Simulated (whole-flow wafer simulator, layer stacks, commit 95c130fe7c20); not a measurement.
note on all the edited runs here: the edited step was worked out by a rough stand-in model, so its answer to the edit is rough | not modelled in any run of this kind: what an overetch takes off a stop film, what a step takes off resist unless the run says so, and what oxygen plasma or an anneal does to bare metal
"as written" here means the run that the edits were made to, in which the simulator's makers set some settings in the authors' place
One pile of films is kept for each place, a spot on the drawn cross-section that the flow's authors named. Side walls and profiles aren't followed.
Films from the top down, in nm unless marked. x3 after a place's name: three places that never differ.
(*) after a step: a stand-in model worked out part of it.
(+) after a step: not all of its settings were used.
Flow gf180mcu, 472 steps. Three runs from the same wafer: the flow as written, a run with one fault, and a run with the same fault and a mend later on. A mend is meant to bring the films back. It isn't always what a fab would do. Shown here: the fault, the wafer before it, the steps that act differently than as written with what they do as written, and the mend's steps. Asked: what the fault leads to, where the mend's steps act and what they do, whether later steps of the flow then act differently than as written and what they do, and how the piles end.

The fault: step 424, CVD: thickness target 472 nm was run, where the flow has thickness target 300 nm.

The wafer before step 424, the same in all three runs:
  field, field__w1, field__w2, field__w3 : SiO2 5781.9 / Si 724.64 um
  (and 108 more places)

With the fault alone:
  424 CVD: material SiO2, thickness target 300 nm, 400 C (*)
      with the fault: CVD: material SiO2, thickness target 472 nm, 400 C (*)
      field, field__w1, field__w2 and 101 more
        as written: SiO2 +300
        with the fault: SiO2 +472
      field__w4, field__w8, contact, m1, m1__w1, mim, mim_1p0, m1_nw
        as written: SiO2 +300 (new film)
        with the fault: SiO2 +472 (new film)
  Later steps of the flow that act differently than as written (1 more step differs only slightly, by at most 2% or 0.5 nm, whichever is larger, and isn't shown):
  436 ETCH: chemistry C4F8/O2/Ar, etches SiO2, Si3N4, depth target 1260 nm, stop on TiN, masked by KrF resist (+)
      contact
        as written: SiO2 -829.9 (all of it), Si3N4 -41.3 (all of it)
        with the fault: SiO2 -1001.9 (all of it), Si3N4 -41.3 (all of it)
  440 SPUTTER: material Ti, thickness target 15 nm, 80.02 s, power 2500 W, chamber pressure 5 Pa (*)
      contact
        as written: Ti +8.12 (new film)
        with the fault: Ti +7.36 (new film)
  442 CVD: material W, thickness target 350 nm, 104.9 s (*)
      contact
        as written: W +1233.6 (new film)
        with the fault: W +1406.8 (new film)
  At the end the piles differ from the flow's by more than 2% or 0.5 nm, whichever is larger, at field, field__w1, field__w2 and 109 more.
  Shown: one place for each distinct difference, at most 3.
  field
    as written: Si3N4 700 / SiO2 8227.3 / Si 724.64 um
    with the fault: Si3N4 700 / SiO2 8399.3 / Si 724.64 um
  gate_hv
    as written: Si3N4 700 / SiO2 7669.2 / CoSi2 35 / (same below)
    with the fault: Si3N4 700 / SiO2 7841.2 / CoSi2 35 / (same below)
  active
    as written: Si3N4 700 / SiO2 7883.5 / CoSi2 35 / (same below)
    with the fault: Si3N4 700 / SiO2 8055.5 / CoSi2 35 / (same below)

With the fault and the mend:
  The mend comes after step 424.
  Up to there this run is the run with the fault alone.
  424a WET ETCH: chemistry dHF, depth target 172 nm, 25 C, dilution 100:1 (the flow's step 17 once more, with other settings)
      field, field__w1, field__w2 and 109 more
        SiO2 -172
  No later step of the flow acts differently than as written at any place that is followed.
  At the end the piles are the same as the flow's at every place that both follow.
